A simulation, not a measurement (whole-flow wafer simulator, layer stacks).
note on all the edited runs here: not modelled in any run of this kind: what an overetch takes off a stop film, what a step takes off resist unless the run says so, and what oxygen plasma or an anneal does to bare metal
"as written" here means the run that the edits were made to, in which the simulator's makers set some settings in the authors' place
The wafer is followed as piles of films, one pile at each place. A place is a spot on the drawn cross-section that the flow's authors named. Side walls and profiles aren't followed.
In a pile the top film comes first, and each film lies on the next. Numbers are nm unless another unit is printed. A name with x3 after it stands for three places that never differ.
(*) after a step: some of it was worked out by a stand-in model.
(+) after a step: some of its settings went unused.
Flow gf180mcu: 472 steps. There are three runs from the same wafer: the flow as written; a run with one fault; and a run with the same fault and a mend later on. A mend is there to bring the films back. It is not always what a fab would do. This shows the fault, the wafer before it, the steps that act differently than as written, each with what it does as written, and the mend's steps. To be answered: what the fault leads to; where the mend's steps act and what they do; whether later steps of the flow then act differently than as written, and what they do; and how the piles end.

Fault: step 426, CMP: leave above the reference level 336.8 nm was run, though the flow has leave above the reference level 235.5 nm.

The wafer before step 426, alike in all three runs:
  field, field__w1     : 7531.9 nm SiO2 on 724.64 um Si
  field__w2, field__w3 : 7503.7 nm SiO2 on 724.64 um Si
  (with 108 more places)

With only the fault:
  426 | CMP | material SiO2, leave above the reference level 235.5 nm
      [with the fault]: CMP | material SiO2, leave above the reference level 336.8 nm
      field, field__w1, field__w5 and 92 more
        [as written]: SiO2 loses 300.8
        [with the fault]: SiO2 loses 199.5
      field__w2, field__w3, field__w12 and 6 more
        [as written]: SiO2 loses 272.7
        [with the fault]: SiO2 loses 171.4
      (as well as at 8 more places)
  Later steps of the flow acting differently than as written (not shown: 2 more steps that differ only slightly, by at most 2% or 0.5 nm, whichever is larger):
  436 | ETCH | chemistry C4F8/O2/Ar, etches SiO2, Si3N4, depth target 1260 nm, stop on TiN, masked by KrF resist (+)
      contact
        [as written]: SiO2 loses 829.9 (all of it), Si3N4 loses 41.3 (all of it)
        [with the fault]: SiO2 loses 931.2 (all of it), Si3N4 loses 41.3 (all of it)
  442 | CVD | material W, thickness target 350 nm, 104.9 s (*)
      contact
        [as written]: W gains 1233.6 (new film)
        [with the fault]: W gains 1335.6 (new film)
  At field__w4, field__w8, contact, m1, m1__w1, mim, mim_1p0, m1_nw, the piles at the end differ from the flow's by more than 2% or 0.5 nm, whichever is larger.
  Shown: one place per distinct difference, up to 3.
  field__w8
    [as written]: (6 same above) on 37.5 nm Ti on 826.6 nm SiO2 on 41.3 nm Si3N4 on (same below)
    [with the fault]: (6 same above) on 37.5 nm Ti on 927.9 nm SiO2 on 41.3 nm Si3N4 on (same below)
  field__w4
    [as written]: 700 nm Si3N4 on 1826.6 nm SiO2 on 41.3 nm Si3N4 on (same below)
    [with the fault]: 700 nm Si3N4 on 1927.9 nm SiO2 on 41.3 nm Si3N4 on (same below)
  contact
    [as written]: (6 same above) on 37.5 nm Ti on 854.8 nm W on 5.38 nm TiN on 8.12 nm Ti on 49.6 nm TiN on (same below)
    [with the fault]: (6 same above) on 37.5 nm Ti on 956.9 nm W on 5.08 nm TiN on 7.66 nm Ti on 49.6 nm TiN on (same below)

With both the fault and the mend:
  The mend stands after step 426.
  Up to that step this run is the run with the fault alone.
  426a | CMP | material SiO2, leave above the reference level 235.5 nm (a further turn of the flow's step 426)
      field, field__w1, field__w2 and 109 more
        SiO2 loses 101.3
  Later steps of the flow that are run all act as written at every place that is followed.
  The piles end the same as the flow's at every place that both follow.
